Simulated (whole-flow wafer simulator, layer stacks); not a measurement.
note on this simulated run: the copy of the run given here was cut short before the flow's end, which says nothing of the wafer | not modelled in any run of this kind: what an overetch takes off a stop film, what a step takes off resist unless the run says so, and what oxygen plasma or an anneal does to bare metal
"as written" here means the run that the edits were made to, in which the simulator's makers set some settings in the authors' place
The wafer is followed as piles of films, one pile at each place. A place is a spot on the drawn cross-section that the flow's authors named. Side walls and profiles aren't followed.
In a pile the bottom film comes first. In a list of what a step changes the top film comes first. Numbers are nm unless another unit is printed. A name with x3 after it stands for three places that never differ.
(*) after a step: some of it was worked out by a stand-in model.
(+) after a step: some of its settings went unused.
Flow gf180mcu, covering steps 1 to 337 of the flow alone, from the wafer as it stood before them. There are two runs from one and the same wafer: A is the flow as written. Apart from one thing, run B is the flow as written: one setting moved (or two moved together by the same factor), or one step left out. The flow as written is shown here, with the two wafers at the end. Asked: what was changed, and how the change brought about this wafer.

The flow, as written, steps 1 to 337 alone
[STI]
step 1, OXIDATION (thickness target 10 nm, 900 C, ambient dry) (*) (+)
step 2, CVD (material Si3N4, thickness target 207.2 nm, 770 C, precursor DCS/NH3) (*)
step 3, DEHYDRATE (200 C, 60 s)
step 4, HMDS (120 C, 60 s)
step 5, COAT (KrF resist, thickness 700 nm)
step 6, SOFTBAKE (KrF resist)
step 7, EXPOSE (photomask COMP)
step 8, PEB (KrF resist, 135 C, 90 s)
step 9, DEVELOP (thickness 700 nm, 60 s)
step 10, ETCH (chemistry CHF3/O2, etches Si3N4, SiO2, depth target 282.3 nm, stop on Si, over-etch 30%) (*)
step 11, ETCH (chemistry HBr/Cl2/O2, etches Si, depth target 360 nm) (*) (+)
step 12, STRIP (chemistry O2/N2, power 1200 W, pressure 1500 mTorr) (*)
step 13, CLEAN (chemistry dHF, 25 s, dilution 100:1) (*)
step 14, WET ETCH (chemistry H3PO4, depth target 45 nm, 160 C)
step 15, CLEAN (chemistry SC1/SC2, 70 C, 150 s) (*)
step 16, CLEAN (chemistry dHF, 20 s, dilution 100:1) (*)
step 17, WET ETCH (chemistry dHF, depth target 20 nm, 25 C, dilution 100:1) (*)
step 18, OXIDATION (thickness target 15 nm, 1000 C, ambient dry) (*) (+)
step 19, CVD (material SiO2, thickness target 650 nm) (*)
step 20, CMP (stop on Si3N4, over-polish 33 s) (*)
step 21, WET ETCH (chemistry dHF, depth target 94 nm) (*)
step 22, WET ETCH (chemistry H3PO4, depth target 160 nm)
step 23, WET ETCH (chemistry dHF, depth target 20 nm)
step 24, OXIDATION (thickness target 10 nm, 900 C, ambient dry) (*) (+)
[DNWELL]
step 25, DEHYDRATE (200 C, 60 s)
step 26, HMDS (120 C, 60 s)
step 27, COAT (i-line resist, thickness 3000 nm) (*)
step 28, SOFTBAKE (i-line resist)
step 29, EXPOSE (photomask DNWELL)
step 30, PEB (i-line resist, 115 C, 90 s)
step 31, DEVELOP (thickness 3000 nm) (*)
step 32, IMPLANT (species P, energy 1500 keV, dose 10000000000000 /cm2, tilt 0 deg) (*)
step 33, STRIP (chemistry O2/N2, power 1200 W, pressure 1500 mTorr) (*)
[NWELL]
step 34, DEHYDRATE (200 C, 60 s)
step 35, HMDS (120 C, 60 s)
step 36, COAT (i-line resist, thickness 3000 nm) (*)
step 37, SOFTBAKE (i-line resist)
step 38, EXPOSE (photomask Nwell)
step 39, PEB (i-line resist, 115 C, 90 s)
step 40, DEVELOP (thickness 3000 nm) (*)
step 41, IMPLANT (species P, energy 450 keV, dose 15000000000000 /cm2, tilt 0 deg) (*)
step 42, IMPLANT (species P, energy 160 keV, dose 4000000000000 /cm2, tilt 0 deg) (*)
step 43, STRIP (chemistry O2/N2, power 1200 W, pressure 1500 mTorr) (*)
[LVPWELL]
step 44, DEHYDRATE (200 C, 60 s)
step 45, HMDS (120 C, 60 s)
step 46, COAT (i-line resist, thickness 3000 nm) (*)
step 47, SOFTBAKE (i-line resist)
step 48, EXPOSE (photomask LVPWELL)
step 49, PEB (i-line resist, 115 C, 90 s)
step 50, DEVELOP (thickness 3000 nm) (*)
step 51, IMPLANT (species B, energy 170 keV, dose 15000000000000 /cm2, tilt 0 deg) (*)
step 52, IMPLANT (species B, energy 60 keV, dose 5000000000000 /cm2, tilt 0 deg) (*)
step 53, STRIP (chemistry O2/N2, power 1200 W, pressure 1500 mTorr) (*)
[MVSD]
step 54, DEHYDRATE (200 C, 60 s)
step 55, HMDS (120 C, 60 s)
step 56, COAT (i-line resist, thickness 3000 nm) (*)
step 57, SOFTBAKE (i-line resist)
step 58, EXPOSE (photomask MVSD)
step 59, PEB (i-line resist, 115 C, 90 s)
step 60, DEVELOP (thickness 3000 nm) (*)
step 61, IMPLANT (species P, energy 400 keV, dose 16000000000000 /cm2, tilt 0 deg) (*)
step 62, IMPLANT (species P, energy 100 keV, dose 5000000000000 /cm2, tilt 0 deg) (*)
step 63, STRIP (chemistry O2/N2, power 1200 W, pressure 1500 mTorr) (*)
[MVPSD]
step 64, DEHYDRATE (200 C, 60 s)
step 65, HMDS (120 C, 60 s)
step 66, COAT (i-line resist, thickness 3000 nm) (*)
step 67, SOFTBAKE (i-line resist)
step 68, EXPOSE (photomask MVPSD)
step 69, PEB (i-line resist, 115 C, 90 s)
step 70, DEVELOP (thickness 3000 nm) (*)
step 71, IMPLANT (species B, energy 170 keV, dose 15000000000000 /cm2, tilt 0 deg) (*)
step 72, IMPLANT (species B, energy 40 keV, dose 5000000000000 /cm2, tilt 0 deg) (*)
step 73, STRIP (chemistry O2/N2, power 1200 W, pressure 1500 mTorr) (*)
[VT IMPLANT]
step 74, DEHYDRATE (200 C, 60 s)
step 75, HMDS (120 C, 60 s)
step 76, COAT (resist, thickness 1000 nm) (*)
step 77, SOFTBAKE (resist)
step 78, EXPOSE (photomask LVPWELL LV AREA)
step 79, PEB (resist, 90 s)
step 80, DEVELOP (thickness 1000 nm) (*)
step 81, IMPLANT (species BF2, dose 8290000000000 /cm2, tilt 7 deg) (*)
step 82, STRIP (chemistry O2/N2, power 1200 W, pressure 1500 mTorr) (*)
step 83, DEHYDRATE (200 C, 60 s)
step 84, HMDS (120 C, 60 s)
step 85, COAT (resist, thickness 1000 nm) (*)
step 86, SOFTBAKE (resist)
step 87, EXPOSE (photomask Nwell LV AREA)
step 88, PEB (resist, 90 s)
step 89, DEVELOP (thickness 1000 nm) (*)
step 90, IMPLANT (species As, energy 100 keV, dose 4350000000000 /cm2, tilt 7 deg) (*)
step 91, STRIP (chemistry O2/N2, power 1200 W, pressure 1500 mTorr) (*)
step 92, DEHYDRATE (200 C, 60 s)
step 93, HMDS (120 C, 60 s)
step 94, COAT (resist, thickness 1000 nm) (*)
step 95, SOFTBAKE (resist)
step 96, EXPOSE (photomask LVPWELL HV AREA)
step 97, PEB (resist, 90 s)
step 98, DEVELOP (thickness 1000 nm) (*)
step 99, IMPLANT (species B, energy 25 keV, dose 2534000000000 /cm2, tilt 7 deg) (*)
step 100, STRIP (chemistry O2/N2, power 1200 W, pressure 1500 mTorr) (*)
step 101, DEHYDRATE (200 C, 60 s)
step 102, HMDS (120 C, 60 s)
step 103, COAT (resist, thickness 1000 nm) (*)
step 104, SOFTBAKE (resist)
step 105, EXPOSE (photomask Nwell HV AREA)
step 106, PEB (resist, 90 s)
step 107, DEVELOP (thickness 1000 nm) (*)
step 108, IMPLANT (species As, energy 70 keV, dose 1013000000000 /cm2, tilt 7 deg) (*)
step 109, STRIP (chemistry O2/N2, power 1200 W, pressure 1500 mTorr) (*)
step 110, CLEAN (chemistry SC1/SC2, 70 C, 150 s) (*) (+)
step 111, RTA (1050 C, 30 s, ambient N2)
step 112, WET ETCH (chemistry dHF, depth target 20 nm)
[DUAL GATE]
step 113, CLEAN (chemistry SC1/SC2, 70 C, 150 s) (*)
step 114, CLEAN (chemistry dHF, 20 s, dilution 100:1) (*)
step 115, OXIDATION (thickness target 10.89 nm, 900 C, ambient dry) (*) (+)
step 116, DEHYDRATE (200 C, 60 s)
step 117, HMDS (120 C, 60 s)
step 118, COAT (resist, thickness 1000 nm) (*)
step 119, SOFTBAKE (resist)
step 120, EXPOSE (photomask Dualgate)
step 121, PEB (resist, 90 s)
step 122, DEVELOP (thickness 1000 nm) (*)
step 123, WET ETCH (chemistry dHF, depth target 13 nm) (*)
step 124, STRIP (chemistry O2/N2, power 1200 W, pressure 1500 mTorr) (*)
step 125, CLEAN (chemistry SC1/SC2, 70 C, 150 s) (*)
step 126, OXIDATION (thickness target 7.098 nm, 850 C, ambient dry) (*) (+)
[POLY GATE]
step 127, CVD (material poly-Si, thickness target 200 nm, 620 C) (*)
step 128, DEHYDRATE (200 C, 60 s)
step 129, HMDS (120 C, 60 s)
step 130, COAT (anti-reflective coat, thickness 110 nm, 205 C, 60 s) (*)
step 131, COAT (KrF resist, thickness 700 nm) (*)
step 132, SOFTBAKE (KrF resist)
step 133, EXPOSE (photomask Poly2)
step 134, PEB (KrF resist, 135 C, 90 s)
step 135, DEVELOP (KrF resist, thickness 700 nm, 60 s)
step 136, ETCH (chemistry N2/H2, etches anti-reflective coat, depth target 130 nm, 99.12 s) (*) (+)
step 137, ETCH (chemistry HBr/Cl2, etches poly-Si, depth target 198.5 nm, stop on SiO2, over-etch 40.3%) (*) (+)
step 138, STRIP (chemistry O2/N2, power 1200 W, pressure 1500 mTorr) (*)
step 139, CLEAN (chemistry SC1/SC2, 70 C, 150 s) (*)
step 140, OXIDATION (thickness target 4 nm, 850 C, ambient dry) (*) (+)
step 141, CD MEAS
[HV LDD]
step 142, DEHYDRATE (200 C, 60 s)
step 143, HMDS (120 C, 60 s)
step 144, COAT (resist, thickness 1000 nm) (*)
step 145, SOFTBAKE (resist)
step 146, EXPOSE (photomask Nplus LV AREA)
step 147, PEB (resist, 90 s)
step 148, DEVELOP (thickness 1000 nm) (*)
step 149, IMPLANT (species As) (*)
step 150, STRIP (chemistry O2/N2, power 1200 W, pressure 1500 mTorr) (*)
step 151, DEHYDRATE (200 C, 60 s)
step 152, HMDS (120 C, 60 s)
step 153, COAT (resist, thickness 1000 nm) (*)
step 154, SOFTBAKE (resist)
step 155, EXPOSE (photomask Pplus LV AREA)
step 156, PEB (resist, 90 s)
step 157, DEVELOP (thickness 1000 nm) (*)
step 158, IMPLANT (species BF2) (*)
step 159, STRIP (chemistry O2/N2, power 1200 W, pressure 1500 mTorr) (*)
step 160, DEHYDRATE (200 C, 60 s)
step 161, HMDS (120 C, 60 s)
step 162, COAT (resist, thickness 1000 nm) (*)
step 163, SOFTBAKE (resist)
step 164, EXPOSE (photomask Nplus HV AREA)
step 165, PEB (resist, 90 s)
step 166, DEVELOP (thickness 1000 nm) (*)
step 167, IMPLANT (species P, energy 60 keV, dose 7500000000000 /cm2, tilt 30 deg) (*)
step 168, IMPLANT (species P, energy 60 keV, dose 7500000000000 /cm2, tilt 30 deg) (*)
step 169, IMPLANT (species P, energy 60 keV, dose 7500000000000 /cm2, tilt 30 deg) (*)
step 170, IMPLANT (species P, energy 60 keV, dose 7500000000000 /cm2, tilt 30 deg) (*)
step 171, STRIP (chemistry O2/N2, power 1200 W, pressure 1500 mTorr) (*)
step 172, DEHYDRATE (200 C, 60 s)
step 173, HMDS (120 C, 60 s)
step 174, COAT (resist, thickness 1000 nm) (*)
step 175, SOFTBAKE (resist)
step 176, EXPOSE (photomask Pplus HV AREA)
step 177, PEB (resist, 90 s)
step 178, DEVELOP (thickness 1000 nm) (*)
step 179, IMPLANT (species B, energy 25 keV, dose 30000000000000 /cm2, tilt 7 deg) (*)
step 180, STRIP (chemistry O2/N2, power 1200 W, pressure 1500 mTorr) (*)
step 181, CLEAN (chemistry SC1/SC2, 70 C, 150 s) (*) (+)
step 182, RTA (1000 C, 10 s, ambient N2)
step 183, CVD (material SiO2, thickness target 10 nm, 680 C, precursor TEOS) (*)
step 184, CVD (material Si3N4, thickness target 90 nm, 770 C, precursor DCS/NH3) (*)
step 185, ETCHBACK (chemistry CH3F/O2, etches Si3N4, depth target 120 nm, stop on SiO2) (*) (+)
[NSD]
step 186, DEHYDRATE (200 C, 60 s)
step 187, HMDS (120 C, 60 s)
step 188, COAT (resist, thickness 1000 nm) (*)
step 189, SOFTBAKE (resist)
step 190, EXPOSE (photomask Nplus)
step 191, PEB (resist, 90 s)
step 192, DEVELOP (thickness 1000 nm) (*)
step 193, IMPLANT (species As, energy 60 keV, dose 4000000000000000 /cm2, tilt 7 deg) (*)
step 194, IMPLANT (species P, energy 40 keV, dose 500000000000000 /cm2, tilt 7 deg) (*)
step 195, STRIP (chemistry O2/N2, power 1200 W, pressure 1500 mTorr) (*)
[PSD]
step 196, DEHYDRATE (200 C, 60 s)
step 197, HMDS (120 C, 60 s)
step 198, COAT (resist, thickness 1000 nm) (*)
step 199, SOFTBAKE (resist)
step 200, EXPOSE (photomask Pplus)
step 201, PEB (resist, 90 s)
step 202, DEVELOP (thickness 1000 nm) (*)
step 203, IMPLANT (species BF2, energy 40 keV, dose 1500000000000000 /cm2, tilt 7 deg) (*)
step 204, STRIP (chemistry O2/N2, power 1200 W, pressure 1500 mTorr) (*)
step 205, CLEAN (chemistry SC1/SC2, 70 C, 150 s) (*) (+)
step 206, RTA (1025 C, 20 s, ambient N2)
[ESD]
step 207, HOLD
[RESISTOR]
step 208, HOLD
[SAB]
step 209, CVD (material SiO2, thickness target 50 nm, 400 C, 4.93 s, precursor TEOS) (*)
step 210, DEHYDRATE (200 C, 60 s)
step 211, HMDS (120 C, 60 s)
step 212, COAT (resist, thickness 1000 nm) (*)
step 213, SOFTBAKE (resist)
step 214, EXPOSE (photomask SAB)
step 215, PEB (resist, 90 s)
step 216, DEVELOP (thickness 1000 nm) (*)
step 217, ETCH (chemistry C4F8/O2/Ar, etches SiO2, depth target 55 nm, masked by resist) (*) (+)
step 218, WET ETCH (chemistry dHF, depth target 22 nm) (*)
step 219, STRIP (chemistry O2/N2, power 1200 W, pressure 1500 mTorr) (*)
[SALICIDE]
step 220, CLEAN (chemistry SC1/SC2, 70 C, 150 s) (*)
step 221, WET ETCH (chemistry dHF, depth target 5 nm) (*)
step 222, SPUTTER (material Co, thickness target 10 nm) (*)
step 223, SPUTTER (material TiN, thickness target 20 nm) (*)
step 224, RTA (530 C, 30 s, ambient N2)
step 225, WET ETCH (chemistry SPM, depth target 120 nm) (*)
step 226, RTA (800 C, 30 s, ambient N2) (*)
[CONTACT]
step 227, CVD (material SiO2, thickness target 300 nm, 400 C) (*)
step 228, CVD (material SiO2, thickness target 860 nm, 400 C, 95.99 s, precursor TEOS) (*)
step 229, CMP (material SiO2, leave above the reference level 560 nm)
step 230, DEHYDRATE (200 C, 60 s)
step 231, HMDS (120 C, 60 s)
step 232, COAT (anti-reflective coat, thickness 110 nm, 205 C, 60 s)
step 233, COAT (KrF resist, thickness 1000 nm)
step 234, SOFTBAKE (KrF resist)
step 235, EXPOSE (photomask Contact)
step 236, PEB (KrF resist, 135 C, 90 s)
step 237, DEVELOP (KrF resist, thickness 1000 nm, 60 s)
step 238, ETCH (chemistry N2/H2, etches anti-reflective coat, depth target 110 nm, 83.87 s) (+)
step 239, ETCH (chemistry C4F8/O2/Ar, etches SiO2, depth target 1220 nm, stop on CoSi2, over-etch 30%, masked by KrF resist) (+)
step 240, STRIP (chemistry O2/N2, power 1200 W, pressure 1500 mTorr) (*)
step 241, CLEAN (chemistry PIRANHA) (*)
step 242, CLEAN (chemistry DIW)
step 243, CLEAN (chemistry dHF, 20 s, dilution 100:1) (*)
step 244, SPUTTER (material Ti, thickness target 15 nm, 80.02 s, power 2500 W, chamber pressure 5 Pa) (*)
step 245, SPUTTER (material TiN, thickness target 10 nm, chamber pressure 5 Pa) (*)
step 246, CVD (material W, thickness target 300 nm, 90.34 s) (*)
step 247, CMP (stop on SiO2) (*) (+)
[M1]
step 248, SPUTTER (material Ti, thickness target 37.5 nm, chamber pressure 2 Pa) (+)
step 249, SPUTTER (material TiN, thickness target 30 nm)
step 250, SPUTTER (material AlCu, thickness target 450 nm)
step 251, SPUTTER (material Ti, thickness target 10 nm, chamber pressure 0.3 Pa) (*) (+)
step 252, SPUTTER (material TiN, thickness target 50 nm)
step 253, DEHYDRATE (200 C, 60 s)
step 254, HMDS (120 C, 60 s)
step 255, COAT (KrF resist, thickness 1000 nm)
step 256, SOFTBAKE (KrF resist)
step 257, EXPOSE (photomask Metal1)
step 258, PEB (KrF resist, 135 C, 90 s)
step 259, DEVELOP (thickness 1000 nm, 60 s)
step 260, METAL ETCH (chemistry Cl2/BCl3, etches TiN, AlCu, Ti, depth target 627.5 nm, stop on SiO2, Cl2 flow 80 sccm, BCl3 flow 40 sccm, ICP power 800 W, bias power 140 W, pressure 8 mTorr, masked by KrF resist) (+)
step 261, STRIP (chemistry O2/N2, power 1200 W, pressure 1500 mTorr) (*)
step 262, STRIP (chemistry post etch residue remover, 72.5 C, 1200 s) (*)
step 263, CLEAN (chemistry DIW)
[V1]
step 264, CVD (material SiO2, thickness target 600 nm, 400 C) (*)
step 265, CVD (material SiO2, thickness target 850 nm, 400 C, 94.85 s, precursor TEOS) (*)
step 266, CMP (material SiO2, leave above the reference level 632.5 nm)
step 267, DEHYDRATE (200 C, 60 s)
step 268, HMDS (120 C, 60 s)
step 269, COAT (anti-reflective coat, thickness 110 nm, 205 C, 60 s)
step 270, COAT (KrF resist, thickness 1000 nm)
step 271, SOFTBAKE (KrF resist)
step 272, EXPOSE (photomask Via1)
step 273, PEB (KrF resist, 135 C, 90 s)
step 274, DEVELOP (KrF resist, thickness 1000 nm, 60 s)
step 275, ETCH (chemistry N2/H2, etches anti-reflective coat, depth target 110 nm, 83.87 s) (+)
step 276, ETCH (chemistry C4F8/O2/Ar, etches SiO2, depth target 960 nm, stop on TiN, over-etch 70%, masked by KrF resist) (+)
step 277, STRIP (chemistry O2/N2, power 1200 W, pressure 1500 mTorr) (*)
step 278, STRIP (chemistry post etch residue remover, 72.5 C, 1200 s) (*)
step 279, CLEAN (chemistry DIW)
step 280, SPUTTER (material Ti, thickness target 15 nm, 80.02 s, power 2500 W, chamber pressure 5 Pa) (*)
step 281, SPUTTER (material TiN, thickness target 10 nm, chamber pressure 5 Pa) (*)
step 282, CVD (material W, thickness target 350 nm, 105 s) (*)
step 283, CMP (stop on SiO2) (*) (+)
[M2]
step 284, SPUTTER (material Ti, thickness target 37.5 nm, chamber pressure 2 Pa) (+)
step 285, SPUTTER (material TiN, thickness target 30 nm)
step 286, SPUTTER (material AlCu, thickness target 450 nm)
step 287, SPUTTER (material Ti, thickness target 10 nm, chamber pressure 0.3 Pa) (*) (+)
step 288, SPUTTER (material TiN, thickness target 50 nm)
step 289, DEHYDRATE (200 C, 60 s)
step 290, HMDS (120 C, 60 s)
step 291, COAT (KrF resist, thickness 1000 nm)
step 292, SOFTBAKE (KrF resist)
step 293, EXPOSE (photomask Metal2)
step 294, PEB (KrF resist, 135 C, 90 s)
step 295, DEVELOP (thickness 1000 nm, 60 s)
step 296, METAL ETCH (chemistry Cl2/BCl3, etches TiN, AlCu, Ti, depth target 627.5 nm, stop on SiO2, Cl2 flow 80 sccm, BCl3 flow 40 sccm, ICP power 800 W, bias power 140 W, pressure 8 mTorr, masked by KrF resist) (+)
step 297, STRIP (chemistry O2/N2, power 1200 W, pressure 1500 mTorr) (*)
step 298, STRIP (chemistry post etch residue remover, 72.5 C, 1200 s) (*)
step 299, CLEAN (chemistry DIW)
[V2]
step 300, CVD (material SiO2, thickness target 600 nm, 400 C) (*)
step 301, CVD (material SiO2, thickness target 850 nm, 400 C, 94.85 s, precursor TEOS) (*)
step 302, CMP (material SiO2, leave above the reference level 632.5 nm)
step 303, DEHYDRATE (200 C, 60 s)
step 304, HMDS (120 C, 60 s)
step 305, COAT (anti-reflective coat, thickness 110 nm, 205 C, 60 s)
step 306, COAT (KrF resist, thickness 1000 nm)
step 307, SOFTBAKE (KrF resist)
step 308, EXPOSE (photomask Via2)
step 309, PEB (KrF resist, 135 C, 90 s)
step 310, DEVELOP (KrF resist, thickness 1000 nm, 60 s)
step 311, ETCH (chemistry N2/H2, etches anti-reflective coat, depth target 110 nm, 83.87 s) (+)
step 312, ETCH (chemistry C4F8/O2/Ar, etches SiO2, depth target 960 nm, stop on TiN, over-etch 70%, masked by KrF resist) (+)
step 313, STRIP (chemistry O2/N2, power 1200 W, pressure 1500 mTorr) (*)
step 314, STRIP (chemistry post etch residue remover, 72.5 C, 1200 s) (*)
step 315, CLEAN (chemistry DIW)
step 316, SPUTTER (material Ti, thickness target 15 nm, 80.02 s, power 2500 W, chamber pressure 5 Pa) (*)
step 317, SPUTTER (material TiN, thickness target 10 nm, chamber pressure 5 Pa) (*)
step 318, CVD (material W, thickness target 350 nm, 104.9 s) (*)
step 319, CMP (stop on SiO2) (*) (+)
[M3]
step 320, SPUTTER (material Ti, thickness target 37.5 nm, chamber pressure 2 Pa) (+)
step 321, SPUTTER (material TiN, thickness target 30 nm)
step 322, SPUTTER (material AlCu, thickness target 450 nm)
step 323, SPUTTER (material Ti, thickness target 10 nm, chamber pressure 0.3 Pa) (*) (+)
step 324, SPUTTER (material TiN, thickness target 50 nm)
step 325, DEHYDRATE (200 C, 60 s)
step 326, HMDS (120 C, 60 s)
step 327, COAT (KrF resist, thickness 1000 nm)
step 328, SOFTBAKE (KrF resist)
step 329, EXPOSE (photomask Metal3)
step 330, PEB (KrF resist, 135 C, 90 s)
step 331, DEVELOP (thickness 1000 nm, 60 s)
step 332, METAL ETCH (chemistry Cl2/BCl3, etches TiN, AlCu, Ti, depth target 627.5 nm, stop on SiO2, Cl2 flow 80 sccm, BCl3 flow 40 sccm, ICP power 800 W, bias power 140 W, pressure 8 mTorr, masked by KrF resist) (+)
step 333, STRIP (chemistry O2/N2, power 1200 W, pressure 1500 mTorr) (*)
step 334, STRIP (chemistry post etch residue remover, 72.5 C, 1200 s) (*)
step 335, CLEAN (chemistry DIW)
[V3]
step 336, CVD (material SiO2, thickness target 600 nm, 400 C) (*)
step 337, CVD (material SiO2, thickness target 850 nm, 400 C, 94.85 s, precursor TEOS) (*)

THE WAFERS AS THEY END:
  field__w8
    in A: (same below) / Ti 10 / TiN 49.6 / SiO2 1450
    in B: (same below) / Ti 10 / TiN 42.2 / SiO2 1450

The reason: step 324, SPUTTER: thickness target 42.6 nm was run, while the flow as written has thickness target 50 nm.

Step by step, how the change led to this:
  step 324, SPUTTER (material TiN, thickness target 50 nm)
      field, field__w1, field__w2 and 108 more: A TiN gains 50 (new film) | B TiN gains 42.6 (new film)
  step 332, METAL ETCH (chemistry Cl2/BCl3, etches TiN, AlCu, Ti, depth target 627.5 nm, stop on SiO2, Cl2 flow 80 sccm, BCl3 flow 40 sccm, ICP power 800 W, bias power 140 W, pressure 8 mTorr, masked by KrF resist) (+)
      field, field__w1, field__w2 and 103 more: A TiN loses 50 (all of it), Ti loses 10 (all of it), AlCu loses 450 (all of it), TiN loses 30 (all of it), Ti loses 37.5 (all of it) | B TiN loses 42.6 (all of it), Ti loses 10 (all of it), AlCu loses 450 (all of it), TiN loses 30 (all of it), Ti loses 37.5 (all of it)
